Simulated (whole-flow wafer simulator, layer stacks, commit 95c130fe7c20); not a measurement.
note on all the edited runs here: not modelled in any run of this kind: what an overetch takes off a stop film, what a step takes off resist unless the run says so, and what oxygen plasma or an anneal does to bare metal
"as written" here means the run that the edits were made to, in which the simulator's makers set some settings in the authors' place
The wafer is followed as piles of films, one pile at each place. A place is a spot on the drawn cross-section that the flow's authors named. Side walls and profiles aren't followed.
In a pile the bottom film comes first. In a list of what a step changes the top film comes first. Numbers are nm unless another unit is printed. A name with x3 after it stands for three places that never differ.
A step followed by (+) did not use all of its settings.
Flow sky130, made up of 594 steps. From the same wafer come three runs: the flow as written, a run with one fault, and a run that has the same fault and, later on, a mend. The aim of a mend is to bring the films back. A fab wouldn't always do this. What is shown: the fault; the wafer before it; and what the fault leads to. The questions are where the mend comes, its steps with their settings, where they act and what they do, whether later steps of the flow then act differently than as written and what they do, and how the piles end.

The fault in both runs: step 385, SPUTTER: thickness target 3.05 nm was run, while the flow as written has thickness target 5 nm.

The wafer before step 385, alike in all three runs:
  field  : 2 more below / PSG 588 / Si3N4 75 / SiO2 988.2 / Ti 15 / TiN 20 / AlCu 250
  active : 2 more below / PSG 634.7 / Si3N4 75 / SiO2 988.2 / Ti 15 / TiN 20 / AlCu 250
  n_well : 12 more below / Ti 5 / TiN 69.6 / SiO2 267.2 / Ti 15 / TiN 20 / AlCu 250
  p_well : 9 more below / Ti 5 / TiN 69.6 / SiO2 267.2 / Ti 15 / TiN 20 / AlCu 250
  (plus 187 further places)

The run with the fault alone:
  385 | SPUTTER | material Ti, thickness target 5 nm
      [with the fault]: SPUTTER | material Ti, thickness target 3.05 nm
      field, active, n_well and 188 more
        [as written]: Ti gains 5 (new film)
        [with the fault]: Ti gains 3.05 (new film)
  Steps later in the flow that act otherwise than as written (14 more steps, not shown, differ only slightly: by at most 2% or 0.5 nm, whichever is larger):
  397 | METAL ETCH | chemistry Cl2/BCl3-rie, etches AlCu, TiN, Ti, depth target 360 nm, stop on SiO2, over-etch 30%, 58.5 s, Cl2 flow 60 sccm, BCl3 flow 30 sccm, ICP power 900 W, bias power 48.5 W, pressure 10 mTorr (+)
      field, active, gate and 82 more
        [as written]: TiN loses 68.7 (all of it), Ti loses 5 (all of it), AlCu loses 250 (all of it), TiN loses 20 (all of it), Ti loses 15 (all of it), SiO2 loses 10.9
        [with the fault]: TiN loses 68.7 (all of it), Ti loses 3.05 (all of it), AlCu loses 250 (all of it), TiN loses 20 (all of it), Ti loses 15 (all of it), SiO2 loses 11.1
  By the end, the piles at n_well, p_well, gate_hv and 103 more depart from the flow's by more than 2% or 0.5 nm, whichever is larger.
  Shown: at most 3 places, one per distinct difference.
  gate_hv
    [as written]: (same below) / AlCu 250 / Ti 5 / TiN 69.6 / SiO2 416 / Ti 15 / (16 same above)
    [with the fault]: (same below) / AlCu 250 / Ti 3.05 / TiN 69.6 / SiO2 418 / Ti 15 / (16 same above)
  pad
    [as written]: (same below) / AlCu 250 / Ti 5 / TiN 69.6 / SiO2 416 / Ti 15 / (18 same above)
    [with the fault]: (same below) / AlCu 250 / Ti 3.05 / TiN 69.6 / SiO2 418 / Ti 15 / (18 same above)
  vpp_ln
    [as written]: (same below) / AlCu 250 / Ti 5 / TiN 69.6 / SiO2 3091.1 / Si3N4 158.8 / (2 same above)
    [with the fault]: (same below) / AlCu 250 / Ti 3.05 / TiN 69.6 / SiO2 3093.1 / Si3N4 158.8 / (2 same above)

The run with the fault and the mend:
  The mend stands after step 385.
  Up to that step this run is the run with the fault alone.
  385a | SPUTTER | material Ti, thickness target 1.95 nm (the flow's step 385, run once more with other settings)
      field, active, n_well and 188 more
        Ti gains 1.95
  None of the later steps of the flow acts differently than as written at any place that is followed.
  By the end, the piles equal the flow's at every place that both follow.
